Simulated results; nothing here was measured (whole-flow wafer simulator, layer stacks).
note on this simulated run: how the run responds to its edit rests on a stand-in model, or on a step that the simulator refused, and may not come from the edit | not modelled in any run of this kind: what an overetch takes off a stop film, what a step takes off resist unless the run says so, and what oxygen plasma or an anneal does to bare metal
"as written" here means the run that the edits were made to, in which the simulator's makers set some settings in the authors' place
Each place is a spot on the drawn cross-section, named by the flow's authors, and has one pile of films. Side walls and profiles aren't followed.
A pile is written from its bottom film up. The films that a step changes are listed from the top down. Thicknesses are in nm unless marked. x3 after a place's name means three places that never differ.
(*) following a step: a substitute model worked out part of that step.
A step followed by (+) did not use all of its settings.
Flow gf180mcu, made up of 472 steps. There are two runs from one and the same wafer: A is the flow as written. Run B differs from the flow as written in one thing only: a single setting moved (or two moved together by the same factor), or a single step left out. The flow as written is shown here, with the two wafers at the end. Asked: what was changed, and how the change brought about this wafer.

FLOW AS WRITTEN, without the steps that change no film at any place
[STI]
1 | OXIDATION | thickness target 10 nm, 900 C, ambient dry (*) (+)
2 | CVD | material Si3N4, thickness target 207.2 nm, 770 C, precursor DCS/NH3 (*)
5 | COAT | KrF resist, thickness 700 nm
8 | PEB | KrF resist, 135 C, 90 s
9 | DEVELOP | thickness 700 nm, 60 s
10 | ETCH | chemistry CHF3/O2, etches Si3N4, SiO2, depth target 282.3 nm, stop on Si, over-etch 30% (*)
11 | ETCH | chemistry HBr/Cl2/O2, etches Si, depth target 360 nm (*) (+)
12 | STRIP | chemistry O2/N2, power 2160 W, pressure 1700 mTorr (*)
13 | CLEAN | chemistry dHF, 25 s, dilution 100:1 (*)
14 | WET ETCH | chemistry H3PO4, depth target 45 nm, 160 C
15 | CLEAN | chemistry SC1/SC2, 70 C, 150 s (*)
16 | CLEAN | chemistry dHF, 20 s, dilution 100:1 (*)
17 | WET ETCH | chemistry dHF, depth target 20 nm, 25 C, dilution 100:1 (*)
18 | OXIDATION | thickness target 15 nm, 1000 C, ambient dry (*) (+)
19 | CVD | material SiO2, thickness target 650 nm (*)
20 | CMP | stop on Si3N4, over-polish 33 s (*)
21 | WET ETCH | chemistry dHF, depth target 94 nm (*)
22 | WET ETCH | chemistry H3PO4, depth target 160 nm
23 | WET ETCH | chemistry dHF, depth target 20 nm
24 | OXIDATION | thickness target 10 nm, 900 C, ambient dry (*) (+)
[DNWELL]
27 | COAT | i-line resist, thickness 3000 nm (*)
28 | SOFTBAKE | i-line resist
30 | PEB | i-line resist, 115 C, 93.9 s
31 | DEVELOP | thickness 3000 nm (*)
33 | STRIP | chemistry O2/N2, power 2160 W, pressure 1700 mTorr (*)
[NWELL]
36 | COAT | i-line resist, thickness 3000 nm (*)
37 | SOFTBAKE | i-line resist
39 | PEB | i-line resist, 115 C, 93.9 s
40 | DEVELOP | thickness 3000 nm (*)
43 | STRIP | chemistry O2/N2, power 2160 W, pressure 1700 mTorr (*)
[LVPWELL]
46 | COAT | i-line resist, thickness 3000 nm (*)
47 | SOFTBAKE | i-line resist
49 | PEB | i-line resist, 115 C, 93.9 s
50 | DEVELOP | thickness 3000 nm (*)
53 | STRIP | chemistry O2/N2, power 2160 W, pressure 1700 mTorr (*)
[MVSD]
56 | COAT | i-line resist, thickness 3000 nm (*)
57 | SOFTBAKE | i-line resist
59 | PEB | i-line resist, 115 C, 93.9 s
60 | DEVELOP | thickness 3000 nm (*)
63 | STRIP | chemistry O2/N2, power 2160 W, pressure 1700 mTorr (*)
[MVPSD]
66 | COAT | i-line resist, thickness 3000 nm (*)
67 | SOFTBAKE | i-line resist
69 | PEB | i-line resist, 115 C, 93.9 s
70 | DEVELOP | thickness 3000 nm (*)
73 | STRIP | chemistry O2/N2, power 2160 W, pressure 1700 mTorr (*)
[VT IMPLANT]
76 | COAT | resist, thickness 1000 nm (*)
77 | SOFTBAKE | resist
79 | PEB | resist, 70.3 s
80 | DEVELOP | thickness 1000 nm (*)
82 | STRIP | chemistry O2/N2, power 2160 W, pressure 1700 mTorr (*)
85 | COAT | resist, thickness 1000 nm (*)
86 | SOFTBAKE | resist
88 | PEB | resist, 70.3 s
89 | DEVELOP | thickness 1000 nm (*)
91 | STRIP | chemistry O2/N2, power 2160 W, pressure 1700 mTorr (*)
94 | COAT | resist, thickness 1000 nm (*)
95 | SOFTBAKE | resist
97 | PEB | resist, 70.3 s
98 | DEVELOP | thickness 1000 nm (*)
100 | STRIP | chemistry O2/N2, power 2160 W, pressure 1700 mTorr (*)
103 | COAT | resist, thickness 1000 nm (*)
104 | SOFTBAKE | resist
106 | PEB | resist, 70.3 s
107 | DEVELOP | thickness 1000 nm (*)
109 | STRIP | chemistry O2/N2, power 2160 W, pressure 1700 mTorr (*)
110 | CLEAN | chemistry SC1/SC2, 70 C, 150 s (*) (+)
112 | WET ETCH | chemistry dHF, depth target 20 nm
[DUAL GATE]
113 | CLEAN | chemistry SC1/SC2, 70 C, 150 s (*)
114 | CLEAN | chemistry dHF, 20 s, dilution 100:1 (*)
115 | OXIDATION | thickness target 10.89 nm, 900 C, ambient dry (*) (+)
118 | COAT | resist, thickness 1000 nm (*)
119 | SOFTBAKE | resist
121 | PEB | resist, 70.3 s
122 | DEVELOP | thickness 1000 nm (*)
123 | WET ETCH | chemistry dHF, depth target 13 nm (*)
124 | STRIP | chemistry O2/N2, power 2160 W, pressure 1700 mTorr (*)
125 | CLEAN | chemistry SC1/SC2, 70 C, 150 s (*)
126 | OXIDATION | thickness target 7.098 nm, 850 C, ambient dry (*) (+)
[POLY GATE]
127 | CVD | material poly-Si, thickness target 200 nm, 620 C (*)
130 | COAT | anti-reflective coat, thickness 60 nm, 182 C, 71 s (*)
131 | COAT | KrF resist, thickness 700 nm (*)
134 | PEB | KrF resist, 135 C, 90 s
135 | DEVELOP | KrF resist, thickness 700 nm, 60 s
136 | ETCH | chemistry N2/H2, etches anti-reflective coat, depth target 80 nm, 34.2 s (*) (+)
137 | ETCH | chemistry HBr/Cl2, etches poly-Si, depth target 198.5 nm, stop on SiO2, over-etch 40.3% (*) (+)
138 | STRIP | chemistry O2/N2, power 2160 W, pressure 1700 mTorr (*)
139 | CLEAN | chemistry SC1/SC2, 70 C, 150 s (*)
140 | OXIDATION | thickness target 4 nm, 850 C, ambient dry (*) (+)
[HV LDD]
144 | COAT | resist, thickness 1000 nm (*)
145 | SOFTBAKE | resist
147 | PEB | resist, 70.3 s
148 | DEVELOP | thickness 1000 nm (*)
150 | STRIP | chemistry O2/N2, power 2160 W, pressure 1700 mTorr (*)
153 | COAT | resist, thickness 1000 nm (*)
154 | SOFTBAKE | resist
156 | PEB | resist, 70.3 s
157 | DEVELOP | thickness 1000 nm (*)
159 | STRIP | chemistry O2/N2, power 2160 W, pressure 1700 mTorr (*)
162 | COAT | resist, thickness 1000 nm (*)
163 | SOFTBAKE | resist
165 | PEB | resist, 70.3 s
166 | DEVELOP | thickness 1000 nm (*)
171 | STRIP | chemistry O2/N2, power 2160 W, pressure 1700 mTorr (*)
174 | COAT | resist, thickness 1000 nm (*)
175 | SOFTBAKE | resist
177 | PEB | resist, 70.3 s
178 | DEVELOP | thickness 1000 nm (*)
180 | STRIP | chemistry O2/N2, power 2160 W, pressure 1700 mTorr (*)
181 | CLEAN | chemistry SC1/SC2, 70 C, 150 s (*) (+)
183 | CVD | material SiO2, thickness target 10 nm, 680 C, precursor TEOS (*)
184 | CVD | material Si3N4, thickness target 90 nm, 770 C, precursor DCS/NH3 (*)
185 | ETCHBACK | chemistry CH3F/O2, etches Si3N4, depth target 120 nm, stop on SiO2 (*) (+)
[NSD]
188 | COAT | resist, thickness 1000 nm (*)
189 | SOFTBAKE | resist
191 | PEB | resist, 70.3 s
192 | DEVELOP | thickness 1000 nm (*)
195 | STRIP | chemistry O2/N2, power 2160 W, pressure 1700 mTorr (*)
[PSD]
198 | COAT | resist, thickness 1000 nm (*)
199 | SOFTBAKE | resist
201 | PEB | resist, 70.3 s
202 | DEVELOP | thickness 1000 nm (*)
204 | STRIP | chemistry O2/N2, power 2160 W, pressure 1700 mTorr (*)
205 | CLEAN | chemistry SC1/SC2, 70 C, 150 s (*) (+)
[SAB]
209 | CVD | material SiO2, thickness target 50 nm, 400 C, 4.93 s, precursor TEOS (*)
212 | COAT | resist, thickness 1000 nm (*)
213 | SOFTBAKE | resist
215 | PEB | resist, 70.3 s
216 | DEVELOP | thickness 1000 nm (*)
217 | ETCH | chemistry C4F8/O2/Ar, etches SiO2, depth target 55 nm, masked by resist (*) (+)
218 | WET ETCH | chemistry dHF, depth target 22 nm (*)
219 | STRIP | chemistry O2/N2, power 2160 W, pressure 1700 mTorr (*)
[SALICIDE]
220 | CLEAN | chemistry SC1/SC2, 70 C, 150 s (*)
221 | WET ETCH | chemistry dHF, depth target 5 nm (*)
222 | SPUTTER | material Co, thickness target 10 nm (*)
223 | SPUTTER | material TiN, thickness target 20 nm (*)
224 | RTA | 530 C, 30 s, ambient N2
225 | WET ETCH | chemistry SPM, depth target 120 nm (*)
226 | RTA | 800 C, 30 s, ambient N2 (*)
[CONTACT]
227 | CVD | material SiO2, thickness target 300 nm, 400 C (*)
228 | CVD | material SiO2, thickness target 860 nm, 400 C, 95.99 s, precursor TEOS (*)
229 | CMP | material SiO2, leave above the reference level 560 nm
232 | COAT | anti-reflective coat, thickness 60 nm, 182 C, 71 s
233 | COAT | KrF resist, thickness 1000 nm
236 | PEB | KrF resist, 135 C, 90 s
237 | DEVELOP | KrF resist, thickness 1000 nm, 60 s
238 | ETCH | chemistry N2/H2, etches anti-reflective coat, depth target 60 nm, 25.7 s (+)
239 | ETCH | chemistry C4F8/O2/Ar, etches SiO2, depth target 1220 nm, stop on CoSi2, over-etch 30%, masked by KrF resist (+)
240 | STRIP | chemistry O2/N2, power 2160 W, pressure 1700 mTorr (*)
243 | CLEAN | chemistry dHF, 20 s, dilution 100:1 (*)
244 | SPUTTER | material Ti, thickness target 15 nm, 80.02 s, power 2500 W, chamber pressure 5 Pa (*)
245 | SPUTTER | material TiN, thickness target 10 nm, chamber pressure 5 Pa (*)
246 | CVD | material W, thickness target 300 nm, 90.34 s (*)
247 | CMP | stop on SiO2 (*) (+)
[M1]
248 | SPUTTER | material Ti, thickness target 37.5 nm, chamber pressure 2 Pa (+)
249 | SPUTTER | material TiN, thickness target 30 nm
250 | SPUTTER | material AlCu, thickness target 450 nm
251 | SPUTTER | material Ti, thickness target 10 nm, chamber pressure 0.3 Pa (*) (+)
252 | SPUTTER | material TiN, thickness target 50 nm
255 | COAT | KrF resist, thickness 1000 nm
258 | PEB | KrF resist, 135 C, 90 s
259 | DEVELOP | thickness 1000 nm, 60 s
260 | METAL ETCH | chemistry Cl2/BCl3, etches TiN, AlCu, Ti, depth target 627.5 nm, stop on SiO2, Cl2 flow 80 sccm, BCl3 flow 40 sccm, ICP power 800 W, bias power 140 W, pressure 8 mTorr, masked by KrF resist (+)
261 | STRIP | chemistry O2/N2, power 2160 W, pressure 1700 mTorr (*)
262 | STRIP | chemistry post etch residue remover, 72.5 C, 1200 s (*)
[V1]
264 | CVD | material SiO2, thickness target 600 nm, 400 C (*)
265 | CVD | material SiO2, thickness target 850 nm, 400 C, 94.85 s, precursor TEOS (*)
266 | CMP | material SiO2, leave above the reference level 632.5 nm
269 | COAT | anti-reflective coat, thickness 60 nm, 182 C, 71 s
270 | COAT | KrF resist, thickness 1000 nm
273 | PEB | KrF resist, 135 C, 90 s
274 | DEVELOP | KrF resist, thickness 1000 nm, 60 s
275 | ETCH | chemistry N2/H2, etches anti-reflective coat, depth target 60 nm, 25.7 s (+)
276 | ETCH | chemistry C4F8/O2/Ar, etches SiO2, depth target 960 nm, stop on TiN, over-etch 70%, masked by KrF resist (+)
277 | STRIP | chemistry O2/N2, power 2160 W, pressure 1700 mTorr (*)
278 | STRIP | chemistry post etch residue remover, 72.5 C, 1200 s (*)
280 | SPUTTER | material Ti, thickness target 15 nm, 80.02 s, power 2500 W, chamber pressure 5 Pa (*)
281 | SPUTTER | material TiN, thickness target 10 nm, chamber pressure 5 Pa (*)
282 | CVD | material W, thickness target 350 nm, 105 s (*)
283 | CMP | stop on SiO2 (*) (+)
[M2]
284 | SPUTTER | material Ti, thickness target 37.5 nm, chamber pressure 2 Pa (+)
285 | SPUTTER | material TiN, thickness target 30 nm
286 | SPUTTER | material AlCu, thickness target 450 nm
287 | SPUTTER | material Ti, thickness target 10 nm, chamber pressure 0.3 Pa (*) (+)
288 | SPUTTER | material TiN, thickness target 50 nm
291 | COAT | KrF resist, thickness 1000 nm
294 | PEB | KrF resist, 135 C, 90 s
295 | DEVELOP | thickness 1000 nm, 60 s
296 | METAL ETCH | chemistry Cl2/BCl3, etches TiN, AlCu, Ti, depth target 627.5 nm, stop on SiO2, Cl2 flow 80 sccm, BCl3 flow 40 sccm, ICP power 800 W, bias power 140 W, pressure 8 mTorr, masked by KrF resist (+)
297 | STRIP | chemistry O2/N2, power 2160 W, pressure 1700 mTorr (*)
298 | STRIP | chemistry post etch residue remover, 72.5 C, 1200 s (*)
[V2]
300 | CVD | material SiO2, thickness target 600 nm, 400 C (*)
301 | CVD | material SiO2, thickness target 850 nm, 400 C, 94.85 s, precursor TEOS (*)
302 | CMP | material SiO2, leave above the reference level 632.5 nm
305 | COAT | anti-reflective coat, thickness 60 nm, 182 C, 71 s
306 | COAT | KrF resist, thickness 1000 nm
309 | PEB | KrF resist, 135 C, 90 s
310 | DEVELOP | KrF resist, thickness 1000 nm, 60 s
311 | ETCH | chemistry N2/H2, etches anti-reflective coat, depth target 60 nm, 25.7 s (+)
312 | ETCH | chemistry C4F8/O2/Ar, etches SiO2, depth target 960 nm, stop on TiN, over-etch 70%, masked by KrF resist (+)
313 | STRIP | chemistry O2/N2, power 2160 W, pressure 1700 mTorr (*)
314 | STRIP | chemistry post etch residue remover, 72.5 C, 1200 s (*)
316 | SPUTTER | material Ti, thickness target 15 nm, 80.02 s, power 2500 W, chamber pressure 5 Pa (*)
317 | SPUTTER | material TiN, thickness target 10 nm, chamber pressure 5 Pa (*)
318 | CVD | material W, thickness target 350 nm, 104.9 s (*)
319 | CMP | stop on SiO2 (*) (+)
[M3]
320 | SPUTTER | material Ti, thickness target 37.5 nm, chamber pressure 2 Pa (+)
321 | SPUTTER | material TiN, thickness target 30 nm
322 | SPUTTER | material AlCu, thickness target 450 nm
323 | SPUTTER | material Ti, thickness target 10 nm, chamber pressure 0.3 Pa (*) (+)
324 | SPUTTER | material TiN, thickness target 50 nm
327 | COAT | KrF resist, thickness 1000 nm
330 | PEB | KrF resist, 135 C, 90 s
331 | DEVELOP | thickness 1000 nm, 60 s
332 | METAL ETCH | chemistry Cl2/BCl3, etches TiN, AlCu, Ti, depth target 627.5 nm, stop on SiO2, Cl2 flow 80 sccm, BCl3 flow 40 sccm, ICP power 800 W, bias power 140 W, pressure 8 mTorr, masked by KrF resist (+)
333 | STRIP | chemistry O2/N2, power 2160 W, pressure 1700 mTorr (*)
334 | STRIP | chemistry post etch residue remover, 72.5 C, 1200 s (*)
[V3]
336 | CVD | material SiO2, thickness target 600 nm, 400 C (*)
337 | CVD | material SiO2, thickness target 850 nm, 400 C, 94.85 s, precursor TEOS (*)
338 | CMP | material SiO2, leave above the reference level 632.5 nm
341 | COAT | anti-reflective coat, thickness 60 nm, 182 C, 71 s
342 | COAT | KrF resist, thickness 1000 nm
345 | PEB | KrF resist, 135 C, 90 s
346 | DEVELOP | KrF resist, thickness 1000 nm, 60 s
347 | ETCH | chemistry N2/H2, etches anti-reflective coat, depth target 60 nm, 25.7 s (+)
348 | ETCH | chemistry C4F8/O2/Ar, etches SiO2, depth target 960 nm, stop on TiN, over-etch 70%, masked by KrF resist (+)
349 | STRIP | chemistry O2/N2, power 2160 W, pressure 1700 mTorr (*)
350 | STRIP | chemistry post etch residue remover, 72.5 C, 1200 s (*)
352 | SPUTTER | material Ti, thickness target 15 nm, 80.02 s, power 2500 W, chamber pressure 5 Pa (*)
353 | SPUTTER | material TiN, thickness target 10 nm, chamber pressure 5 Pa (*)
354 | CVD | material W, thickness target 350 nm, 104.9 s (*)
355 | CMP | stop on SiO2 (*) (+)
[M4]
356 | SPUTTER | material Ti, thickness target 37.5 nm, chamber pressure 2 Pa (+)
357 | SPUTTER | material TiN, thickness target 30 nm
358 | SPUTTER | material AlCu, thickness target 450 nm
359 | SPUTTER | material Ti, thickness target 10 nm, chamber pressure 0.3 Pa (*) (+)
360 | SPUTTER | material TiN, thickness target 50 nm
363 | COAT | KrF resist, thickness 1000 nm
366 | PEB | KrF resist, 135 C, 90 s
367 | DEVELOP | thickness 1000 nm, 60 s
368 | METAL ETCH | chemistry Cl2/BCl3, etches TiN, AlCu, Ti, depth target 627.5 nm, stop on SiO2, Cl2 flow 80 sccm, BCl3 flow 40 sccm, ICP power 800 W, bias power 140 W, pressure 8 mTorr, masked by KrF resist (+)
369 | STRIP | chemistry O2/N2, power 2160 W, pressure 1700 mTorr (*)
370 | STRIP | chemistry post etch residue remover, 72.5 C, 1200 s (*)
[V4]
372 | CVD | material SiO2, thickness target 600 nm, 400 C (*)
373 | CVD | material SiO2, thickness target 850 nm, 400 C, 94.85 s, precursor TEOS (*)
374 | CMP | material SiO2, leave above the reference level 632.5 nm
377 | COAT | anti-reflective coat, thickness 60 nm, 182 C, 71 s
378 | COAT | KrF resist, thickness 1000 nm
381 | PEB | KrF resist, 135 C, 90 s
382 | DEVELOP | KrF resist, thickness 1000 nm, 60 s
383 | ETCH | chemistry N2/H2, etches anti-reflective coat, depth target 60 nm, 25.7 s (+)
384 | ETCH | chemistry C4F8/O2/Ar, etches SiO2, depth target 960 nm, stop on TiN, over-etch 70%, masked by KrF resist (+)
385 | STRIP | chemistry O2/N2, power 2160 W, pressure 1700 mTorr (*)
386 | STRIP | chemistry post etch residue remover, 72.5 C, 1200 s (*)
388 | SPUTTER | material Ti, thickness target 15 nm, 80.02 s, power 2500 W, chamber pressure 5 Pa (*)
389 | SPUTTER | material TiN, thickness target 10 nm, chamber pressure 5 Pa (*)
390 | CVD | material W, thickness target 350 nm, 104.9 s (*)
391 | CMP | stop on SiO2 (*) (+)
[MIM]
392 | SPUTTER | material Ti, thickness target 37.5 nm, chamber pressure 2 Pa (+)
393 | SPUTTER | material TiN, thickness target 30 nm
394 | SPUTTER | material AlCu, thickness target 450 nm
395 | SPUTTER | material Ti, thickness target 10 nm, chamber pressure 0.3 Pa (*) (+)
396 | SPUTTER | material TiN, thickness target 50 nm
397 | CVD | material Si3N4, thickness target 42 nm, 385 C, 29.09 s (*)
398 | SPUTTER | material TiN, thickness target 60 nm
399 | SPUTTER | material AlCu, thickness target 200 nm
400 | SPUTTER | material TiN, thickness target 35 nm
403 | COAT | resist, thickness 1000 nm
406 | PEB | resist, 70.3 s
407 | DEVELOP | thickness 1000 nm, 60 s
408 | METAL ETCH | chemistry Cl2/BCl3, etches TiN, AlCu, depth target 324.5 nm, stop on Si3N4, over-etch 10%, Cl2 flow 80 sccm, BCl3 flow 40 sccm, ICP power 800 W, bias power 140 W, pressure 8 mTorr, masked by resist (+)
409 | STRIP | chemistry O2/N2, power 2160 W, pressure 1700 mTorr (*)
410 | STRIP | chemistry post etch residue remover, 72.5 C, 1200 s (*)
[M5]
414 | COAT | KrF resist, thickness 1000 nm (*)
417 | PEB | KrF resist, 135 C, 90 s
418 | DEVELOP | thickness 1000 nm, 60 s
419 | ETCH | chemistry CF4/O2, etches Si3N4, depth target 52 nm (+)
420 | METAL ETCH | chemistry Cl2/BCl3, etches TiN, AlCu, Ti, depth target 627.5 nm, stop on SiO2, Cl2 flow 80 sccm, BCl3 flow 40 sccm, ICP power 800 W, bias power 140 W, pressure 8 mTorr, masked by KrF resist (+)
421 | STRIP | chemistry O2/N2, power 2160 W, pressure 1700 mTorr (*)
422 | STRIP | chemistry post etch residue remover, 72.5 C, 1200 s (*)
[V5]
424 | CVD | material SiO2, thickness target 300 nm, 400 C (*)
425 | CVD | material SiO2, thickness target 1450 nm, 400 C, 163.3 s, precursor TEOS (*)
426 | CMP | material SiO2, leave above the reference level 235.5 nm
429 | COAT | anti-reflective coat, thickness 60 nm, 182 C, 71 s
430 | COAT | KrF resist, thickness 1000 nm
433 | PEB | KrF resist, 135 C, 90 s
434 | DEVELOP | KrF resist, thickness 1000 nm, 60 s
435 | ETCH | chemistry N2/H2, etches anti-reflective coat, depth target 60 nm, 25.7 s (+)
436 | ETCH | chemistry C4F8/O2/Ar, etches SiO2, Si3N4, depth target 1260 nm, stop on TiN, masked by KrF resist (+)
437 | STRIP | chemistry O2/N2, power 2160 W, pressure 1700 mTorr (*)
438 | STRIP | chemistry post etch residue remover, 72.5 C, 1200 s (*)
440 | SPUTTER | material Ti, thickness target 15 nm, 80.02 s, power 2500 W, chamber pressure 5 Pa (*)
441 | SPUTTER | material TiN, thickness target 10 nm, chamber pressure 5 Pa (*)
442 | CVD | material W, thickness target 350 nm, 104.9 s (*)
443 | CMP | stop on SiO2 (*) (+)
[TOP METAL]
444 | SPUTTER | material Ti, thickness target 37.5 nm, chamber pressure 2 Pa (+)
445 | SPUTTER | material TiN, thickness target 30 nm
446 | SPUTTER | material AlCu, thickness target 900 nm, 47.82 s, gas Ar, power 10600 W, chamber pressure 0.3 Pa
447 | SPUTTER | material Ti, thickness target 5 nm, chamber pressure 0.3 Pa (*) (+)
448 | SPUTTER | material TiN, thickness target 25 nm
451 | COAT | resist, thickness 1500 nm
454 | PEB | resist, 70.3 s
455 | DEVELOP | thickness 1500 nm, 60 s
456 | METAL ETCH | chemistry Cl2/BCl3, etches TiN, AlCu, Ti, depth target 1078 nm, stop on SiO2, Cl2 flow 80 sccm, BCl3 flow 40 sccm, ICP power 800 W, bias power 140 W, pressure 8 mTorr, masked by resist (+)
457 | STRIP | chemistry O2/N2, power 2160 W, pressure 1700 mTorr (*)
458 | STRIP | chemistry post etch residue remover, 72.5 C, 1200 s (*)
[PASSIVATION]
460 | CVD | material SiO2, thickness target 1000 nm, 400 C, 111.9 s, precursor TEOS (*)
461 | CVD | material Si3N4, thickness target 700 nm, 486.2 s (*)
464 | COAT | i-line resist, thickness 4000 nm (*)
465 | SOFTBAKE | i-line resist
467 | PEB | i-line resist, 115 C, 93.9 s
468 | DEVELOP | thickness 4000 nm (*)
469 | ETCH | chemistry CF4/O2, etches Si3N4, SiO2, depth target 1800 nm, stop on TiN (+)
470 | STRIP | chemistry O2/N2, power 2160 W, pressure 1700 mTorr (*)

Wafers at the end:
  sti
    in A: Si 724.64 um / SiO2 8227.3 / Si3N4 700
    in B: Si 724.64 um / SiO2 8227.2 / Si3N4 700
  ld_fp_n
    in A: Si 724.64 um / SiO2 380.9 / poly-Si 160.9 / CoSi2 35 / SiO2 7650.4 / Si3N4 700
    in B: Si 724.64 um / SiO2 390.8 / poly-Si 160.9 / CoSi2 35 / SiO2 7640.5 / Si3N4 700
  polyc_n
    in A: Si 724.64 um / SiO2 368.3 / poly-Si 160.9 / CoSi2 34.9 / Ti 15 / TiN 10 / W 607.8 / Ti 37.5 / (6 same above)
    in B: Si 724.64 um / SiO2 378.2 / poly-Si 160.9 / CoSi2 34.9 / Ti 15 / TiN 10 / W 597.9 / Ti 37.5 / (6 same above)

What caused this: step 112, WET ETCH: depth target 11 nm was run, though the flow has depth target 20 nm.

The path from the change to this, step by step:
  112 | WET ETCH | chemistry dHF, depth target 20 nm
      field, field__w2, field__w3 and 43 more: A -22 SiO2 | B -12.1 SiO2
  119 | SOFTBAKE | resist
      gate_p_hv: A +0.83 resist | B +1.34 resist
  130 | COAT | anti-reflective coat, thickness 60 nm, 182 C, 71 s (*)
      p_well, spacer, sd_n: A +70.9 anti-reflective coat (new film) | B +80.4 anti-reflective coat (new film)
      ldn_acc, ldp_acc: A +66.9 anti-reflective coat (new film) | B +70.7 anti-reflective coat (new film)
      (as well as at 67 more places)
  136 | ETCH | chemistry N2/H2, etches anti-reflective coat, depth target 80 nm, 34.2 s (*) (+)
      p_well, spacer, sd_n: A -70.9 anti-reflective coat (all of it), -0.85 poly-Si | B -80.4 anti-reflective coat (all of it), -0.61 poly-Si
      ldn_dft, ldp_dft: A -48.7 anti-reflective coat (all of it), -1.42 poly-Si | B -44.4 anti-reflective coat (all of it), -1.53 poly-Si
      (as well as at 46 more places)
  138 | STRIP | chemistry O2/N2, power 2160 W, pressure 1700 mTorr (*)
      gate: A +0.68 chemical SiO2 (new film), -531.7 KrF resist (all of it), -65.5 anti-reflective coat (all of it), -0.3 poly-Si | B +0.68 chemical SiO2 (new film), -532.2 KrF resist (all of it), -69.8 anti-reflective coat (all of it), -0.3 poly-Si
      gate_hv: A +0.68 chemical SiO2 (new film), -528.4 KrF resist (all of it), -61 anti-reflective coat (all of it), -0.3 poly-Si | B +0.68 chemical SiO2 (new film), -530.4 KrF resist (all of it), -62.6 anti-reflective coat (all of it), -0.3 poly-Si
      (as well as at 19 more places)
  145 | SOFTBAKE | resist
      gate_p_hv: A -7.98 resist | B -7.42 resist
  154 | SOFTBAKE | resist
      gate_p_hv: A -7.98 resist | B -7.42 resist
  163 | SOFTBAKE | resist
      gate_p_hv: A -7.98 resist | B -7.42 resist
  175 | SOFTBAKE | resist
      gate_p_hv: A -7.98 resist | B -7.42 resist
  189 | SOFTBAKE | resist
      active_hv: A +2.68 resist | B -0.41 resist
      active_nat: A +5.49 resist | B +9.29 resist
      (as well as at 1 more place)
  199 | SOFTBAKE | resist
      active_hv: A +2.68 resist | B -0.41 resist
      active_nat: A +5.49 resist | B +9.29 resist
      (as well as at 1 more place)
  209 | CVD | material SiO2, thickness target 50 nm, 400 C, 4.93 s, precursor TEOS (*)
      active: A +50 SiO2 | B +48.9 SiO2
      ld_drn_p: A +46 SiO2 | B +45 SiO2
  213 | SOFTBAKE | resist
      gate_p_hv: A -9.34 resist | B -8.81 resist
  218 | WET ETCH | chemistry dHF, depth target 22 nm (*)
      active: A -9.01 SiO2 (all of it) | B -7.93 SiO2 (all of it)
      sd_p: A -8.12 SiO2 (all of it) | B -7.52 SiO2 (all of it)
      (as well as at 1 more place)
  223 | SPUTTER | material TiN, thickness target 20 nm (*)
      ld_sd_n: A +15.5 TiN (new film) | B +16.1 TiN (new film)
  225 | WET ETCH | chemistry SPM, depth target 120 nm (*)
      ld_sd_n: A -15.5 TiN (all of it) | B -16.1 TiN (all of it)
  ... and 1 more step ...
  229 | CMP | material SiO2, leave above the reference level 560 nm
      ldn_sep__w1, ldn_sep__w2, ldn_dft and 8 more: A -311 SiO2 | B -320.9 SiO2
      sti, mim_1p0, pad, dice_street, iso_nw_fld, iso_fld_sub: A -296.8 SiO2 | B -306.7 SiO2
      (as well as at 40 more places)
